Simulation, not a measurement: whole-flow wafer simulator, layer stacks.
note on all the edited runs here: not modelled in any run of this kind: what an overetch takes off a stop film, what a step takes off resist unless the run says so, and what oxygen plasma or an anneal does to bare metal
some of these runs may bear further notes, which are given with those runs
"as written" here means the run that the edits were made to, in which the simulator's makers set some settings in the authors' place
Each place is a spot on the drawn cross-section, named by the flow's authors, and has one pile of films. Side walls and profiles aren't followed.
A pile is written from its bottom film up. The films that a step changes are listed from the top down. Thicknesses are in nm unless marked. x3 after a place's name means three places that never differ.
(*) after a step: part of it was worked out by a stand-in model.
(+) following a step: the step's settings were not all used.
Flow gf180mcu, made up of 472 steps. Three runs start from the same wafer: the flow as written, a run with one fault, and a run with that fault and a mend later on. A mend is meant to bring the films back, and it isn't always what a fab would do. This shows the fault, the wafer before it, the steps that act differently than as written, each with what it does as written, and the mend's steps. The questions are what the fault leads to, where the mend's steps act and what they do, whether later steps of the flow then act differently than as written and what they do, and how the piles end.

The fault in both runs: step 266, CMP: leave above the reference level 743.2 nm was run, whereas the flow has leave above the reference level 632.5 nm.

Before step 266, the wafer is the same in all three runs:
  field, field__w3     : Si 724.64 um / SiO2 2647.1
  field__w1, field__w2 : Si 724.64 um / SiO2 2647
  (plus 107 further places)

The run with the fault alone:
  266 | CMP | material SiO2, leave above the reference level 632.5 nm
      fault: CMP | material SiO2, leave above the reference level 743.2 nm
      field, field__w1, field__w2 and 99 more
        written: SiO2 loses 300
        fault: SiO2 loses 189.3
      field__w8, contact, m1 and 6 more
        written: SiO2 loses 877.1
        fault: SiO2 loses 766.4
  Steps further on in the flow that do not act as written (not shown: 1 more step that differs only slightly, by at most 2% or 0.5 nm, whichever is larger):
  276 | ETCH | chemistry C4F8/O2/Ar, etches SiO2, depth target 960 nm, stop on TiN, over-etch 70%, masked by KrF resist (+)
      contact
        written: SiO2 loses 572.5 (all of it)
        fault: SiO2 loses 683.2 (all of it)
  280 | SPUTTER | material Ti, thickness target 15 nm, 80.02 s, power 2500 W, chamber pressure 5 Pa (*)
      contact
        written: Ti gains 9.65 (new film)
        fault: Ti gains 9.05 (new film)
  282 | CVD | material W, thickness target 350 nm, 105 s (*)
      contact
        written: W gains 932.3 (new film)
        fault: W gains 1044 (new film)
  At field__w8, contact, m1, m1__w1, m1_nw, the piles at the end differ from the flow's by more than 2% or 0.5 nm, whichever is larger.
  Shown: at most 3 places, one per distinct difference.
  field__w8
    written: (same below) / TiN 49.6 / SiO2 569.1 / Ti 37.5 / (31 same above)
    fault: (same below) / TiN 49.6 / SiO2 679.8 / Ti 37.5 / (31 same above)
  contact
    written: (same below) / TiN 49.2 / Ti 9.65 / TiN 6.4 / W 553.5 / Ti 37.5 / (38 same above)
    fault: (same below) / TiN 49.2 / Ti 9.05 / TiN 6 / W 665.2 / Ti 37.5 / (38 same above)

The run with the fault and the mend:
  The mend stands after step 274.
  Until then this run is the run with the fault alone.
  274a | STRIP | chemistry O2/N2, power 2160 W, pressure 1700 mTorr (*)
      field, field__w1, field__w2 and 107 more
        KrF resist loses 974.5 (all of it), anti-reflective coat loses 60 (all of it)
      contact
        anti-reflective coat loses 60 (all of it)
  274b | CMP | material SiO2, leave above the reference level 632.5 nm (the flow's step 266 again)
      field, field__w1, field__w2 and 108 more
        SiO2 loses 110.7
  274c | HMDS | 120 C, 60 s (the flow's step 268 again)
      alters no film at any place that is followed
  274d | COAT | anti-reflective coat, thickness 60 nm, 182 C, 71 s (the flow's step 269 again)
      field, field__w1, field__w2 and 108 more
        anti-reflective coat gains 60 (new film)
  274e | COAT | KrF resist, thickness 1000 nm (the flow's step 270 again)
      field, field__w1, field__w2 and 108 more
        KrF resist gains 1000 (new film)
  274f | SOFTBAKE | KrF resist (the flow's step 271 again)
      alters no film at any place that is followed
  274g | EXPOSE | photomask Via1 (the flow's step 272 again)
      alters no film at any place that is followed
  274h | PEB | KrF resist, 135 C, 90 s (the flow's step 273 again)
      field, field__w1, field__w2 and 108 more
        KrF resist loses 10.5
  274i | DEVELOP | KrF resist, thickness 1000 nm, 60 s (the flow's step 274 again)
      field, field__w1, field__w2 and 107 more
        KrF resist loses 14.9
      contact
        KrF resist loses 989.5 (all of it)
  None of the later steps of the flow acts differently than as written at any place that is followed.
  By the end, the piles equal the flow's at every place that both follow.
